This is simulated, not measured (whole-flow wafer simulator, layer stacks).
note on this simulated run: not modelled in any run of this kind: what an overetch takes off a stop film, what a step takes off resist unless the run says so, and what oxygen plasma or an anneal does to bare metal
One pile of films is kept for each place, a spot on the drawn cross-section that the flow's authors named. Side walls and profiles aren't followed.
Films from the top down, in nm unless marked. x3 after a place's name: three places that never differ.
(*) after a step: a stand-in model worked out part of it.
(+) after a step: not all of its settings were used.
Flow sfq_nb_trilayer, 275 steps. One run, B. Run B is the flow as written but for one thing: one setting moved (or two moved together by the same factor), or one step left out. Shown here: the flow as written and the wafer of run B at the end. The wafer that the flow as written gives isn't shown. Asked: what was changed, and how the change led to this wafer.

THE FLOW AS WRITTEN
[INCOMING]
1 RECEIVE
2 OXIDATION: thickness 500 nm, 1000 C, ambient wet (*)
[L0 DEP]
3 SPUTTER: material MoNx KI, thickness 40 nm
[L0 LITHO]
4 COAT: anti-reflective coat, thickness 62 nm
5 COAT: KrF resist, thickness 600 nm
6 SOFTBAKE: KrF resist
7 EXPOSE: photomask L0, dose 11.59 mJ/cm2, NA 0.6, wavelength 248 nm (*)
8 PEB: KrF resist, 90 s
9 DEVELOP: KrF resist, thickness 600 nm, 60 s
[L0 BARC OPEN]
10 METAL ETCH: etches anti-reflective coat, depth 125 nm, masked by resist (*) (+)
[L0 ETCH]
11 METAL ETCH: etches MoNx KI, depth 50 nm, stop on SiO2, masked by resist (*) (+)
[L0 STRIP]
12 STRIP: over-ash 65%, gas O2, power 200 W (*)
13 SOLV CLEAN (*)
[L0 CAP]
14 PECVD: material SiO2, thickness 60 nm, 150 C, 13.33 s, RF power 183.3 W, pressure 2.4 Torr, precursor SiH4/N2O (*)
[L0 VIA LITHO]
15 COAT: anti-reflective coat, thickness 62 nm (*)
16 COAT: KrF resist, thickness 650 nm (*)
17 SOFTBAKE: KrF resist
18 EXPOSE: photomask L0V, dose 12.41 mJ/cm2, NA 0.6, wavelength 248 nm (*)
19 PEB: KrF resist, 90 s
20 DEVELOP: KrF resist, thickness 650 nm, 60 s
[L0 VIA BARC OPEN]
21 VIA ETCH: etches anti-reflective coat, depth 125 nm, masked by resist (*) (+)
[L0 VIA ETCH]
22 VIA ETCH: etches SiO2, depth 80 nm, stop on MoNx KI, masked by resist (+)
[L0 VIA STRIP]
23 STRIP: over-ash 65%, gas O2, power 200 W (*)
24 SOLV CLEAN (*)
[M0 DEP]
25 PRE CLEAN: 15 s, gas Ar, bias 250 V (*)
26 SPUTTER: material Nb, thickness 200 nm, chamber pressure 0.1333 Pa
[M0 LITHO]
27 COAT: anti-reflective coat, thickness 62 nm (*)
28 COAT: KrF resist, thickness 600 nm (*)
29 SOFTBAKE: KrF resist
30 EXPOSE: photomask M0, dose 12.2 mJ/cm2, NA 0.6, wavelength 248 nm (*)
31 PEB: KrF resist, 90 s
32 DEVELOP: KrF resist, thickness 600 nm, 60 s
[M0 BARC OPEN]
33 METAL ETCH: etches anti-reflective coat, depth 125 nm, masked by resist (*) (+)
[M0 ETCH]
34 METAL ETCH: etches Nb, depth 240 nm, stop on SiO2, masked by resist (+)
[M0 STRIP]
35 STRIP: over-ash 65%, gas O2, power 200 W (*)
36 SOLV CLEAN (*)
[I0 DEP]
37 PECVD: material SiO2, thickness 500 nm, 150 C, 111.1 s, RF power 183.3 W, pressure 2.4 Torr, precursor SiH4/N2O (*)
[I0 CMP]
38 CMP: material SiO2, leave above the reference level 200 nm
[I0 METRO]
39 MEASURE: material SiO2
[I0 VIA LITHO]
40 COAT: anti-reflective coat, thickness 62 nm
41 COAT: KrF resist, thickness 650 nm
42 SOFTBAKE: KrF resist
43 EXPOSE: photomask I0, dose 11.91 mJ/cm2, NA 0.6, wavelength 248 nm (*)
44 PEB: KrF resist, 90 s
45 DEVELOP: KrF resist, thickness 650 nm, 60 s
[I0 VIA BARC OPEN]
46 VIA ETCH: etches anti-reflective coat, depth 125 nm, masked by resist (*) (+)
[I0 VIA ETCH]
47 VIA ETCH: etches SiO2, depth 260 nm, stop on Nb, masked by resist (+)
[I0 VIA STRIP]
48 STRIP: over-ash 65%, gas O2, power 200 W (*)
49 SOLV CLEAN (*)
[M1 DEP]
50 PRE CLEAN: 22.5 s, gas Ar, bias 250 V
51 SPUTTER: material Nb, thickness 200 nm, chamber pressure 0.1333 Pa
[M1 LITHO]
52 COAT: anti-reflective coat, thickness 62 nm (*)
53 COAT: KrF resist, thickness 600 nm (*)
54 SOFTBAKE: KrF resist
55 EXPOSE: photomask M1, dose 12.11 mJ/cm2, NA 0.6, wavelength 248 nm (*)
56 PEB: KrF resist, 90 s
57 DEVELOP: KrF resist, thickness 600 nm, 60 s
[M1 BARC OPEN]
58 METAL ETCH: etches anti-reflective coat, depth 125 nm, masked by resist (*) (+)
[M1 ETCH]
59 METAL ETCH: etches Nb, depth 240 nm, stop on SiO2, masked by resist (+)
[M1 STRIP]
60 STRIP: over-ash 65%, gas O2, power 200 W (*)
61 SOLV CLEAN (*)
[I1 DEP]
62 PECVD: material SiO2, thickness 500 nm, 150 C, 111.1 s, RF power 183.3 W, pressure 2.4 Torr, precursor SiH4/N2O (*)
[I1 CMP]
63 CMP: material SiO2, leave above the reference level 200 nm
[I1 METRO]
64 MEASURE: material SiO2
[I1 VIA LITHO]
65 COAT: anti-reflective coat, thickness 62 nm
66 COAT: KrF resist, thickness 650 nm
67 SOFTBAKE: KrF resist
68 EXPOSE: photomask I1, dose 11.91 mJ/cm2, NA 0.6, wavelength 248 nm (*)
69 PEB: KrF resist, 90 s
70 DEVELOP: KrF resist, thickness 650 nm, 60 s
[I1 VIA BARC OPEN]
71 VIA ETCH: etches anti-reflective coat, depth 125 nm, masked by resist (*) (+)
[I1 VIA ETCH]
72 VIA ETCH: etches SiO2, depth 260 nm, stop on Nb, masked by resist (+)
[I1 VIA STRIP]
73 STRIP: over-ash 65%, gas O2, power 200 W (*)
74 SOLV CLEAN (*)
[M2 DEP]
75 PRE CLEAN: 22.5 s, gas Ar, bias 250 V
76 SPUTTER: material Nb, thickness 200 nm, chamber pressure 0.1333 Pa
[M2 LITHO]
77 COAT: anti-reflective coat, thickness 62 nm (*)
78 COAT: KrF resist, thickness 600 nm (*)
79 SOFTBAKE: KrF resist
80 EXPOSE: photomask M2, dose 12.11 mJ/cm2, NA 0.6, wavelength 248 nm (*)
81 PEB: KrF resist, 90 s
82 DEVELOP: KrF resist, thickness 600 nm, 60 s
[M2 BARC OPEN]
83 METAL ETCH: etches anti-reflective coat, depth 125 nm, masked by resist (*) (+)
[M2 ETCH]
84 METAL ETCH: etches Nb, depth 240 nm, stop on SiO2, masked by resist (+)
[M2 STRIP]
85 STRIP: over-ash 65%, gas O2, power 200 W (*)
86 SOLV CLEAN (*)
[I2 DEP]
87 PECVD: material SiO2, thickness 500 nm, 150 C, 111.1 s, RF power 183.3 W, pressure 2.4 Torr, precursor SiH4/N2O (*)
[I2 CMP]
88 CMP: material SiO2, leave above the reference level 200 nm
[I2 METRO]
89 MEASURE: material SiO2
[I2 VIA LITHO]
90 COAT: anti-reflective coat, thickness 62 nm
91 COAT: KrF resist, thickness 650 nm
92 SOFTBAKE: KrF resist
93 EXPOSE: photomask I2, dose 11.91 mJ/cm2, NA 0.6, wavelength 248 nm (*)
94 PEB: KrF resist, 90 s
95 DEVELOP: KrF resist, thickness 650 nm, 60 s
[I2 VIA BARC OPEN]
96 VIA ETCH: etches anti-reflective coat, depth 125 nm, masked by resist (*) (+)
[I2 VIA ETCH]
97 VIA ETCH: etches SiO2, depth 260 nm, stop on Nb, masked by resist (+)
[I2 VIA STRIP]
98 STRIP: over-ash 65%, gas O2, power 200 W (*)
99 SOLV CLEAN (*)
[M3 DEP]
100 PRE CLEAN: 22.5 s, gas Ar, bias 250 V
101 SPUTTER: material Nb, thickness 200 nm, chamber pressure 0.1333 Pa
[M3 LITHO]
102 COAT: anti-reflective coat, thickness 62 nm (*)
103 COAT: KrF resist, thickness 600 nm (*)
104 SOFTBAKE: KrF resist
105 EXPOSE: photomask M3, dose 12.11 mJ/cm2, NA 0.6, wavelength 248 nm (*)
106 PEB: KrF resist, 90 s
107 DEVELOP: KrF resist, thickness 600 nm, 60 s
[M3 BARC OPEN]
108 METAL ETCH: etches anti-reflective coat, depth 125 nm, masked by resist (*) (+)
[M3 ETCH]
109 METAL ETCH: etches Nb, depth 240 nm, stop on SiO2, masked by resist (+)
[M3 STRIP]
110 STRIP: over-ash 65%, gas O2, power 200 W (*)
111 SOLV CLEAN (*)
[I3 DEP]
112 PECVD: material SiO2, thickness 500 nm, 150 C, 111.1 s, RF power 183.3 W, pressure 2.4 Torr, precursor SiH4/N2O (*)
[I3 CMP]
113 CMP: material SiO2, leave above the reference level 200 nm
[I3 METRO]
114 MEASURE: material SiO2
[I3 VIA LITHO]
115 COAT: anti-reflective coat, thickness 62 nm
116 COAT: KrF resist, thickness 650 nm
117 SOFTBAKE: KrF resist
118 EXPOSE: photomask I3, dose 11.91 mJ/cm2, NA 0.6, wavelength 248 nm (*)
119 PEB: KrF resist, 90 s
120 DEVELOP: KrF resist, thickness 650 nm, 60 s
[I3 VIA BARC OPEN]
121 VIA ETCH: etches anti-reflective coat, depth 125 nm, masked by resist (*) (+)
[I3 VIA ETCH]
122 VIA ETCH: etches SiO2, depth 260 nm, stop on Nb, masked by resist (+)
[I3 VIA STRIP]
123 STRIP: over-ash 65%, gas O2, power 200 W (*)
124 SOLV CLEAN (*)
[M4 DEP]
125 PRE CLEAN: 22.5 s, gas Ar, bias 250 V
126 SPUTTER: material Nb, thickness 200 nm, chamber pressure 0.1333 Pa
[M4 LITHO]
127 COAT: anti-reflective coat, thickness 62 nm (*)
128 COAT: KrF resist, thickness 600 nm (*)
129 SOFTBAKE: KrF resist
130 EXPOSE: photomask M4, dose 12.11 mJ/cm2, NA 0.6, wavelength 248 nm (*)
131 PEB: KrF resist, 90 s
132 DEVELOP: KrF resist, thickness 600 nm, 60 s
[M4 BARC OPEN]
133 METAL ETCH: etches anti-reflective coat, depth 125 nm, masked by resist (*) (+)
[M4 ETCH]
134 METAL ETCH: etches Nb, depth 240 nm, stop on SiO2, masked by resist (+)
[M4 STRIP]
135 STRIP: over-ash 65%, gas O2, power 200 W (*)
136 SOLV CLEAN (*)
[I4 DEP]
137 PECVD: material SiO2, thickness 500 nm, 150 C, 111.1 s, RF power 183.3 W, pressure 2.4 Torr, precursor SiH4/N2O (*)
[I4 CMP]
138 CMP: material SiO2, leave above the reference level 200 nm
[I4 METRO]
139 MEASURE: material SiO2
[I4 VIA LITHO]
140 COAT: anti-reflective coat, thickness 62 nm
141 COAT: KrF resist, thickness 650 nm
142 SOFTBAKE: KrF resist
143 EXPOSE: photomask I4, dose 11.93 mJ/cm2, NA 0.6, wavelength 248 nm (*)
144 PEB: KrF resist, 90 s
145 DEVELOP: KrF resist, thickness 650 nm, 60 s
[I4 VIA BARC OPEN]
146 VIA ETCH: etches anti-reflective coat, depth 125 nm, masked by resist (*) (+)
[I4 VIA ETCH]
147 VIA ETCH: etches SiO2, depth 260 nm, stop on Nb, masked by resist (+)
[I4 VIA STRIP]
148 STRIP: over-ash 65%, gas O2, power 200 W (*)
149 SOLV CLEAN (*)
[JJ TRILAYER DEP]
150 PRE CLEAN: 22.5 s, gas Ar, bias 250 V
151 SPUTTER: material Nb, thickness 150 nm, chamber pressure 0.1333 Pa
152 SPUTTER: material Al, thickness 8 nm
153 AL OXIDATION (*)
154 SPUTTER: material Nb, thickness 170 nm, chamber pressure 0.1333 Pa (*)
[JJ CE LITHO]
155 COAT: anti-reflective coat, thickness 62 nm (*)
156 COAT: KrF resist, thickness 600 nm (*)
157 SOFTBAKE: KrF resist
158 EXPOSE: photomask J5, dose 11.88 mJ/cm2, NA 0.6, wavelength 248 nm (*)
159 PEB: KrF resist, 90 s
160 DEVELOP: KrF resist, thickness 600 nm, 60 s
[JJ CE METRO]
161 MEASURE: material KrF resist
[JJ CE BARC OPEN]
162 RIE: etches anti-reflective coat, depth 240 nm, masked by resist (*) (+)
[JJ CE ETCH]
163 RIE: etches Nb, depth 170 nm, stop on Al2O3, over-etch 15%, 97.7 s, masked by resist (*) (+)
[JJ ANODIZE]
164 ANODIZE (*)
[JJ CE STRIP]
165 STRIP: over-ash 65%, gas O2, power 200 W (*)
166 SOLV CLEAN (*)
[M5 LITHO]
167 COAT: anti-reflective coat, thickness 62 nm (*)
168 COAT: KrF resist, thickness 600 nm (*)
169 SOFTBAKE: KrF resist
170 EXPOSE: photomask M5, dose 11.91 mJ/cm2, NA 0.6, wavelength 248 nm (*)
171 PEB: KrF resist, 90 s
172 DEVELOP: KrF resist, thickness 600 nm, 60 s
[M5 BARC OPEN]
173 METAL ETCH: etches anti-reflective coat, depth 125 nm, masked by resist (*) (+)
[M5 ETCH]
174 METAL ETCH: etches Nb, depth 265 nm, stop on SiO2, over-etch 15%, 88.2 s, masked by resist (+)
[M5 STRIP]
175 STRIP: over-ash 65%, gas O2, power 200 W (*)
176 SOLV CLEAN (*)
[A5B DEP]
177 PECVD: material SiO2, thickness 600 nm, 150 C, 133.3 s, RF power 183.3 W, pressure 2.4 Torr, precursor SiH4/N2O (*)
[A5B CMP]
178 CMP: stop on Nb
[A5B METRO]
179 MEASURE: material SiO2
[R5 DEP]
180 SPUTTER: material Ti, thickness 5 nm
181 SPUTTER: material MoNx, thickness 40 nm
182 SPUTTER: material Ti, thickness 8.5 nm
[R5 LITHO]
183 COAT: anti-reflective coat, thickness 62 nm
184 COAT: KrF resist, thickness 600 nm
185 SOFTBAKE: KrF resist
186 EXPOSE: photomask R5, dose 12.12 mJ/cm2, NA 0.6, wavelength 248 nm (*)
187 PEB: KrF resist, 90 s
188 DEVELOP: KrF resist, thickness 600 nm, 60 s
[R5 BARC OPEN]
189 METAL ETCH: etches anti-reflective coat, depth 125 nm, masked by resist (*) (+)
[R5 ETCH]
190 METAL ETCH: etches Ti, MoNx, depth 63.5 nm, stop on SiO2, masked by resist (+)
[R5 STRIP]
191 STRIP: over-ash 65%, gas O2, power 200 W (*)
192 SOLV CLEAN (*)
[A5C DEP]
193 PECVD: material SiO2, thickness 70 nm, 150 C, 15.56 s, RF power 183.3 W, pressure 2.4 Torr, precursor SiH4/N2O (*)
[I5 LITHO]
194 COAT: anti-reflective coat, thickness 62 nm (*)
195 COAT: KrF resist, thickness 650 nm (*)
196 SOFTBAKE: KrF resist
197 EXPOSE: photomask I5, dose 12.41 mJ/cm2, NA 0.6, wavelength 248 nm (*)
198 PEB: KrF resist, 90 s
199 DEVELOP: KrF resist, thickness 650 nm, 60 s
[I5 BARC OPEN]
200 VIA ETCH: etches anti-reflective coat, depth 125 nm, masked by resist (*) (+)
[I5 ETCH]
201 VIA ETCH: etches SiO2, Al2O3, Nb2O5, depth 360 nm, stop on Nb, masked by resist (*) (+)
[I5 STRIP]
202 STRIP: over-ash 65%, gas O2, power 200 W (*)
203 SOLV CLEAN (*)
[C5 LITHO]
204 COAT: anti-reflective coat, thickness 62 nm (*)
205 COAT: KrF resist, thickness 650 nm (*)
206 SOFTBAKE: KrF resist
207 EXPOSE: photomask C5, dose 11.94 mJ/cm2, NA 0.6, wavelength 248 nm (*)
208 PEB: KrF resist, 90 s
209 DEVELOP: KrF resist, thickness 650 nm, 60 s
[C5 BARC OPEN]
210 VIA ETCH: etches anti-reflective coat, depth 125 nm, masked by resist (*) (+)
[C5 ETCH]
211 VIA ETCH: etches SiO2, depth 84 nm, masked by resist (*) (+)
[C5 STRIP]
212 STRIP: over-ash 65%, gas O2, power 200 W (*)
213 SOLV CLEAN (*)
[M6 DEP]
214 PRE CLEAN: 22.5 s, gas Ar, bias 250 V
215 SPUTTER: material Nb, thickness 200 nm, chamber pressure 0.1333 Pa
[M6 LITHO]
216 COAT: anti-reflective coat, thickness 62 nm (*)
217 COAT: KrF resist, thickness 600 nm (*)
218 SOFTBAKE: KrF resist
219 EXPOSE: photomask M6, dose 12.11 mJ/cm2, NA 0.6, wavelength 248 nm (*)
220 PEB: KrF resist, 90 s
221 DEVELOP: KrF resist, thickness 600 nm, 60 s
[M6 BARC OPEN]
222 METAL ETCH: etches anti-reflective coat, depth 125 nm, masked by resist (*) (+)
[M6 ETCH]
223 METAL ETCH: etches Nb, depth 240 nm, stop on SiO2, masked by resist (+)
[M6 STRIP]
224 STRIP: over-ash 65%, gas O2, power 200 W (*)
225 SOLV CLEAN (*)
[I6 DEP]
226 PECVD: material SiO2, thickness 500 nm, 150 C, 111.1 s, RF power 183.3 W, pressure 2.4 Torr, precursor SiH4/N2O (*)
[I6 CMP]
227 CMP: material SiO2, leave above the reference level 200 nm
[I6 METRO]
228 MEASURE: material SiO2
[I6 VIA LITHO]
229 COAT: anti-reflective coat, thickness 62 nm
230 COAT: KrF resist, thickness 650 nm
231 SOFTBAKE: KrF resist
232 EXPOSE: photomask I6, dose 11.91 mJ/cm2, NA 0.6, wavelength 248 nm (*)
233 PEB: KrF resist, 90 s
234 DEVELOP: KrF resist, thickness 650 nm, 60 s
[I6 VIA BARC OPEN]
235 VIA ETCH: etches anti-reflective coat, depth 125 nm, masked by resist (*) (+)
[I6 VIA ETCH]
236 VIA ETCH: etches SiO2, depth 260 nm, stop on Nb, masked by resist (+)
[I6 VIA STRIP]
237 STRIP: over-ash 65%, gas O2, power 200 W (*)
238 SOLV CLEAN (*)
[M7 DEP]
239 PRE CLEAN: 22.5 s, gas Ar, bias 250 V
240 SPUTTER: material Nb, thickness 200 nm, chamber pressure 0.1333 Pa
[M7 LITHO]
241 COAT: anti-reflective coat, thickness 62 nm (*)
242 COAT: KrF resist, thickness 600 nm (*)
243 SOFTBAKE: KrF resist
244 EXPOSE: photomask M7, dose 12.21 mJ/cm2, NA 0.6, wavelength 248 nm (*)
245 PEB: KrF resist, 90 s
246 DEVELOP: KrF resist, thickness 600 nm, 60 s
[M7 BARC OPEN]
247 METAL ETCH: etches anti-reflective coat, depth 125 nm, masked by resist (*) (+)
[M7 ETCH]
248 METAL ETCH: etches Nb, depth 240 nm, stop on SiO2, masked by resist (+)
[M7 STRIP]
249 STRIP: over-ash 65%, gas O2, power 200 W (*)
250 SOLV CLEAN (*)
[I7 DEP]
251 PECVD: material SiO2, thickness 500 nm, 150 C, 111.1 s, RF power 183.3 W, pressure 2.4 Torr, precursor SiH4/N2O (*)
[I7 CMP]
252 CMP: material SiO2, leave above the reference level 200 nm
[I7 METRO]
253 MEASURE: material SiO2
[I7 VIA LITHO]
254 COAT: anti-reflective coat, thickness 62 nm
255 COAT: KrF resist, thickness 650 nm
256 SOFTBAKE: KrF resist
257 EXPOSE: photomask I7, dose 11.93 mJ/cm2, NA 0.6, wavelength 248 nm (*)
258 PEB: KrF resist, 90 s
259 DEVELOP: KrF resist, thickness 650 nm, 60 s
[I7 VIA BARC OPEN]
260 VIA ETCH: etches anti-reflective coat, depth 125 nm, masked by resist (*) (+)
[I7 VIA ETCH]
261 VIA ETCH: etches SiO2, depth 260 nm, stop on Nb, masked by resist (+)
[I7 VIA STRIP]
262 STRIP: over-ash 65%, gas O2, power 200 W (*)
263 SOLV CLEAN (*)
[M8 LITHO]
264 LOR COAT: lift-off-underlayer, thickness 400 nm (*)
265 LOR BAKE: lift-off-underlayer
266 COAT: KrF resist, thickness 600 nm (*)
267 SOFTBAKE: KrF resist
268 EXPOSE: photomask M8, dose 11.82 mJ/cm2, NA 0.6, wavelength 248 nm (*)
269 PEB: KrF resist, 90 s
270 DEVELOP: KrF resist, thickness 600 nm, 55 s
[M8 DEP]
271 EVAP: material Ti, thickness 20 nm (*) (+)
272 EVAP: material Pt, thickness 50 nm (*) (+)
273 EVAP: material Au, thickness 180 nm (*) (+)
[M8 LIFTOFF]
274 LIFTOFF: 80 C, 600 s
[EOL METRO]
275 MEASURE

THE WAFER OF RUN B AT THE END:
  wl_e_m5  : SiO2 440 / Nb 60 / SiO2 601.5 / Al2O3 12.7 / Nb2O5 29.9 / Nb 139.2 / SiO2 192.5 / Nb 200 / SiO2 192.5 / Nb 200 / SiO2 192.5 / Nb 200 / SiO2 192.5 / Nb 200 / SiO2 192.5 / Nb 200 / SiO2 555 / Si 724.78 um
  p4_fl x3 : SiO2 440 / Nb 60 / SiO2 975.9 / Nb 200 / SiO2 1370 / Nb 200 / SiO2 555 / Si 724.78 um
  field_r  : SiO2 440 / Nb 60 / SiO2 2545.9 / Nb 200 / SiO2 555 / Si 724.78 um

The cause: step 240, SPUTTER: thickness 300 nm was run, where the flow has thickness 200 nm.

How the change led to this, step by step:
  240 SPUTTER: material Nb, thickness 200 nm, chamber pressure 0.1333 Pa
      field_l, v_sur, via_wl and 102 more: Nb +300 (new film) (as written it would be: Nb +200 (new film))
      via_v: Nb +242.3 (as written it would be: Nb +161.1)
  241 COAT: anti-reflective coat, thickness 62 nm (*)
      via_v: anti-reflective coat +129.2 (new film) (as written it would be: anti-reflective coat +126 (new film))
  248 METAL ETCH: etches Nb, depth 240 nm, stop on SiO2, masked by resist (+)
      field_l, field_r, lsp_l and 62 more: Nb -240 (as written it would be: Nb -200 (all of it))
  249 STRIP: over-ash 65%, gas O2, power 200 W (*)
      via_v: KrF resist -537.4 (all of it), anti-reflective coat -129.2 (all of it) (as written it would be: KrF resist -524.5 (all of it), anti-reflective coat -126 (all of it))
  251 PECVD: material SiO2, thickness 500 nm, 150 C, 111.1 s, RF power 183.3 W, pressure 2.4 Torr, precursor SiH4/N2O (*)
      field_l, p4_fl x3, p4_w1 x9 and 46 more: SiO2 +500 (new film) (as written it would be: SiO2 +500)
      field_r, lsp_l: SiO2 +473.2 (new film) (as written it would be: SiO2 +477.7)
      (and at 4 more places)
  252 CMP: material SiO2, leave above the reference level 200 nm
      field_l, p4_fl x3, p4_w1 x9 and 46 more: SiO2 -60 (as written it would be: SiO2 -100)
      field_r, lsp_l: SiO2 -33.2 (as written it would be: SiO2 -77.7)
      (and at 3 more places)
Counting metal films that touch as one body, wl_e_m5 has 7 bodies (between them, from the top down: SiO2 601.5 / Al2O3 12.7 / Nb2O5 29.9; SiO2 192.5; SiO2 192.5; SiO2 192.5; SiO2 192.5; SiO2 192.5); the flow as written gives 6 bodies (between them, from the top down: SiO2 192.5; SiO2 192.5; SiO2 192.5; SiO2 192.5; SiO2 192.5).
Counting metal films that touch as one body, p4_fl x3 has 3 bodies (between them, from the top down: SiO2 975.9; SiO2 1370); the flow as written gives 2 bodies (between them, from the top down: SiO2 1370).
Counting metal films that touch as one body, field_r has 2 bodies (between them, from the top down: SiO2 2545.9); the flow as written gives 1 body.
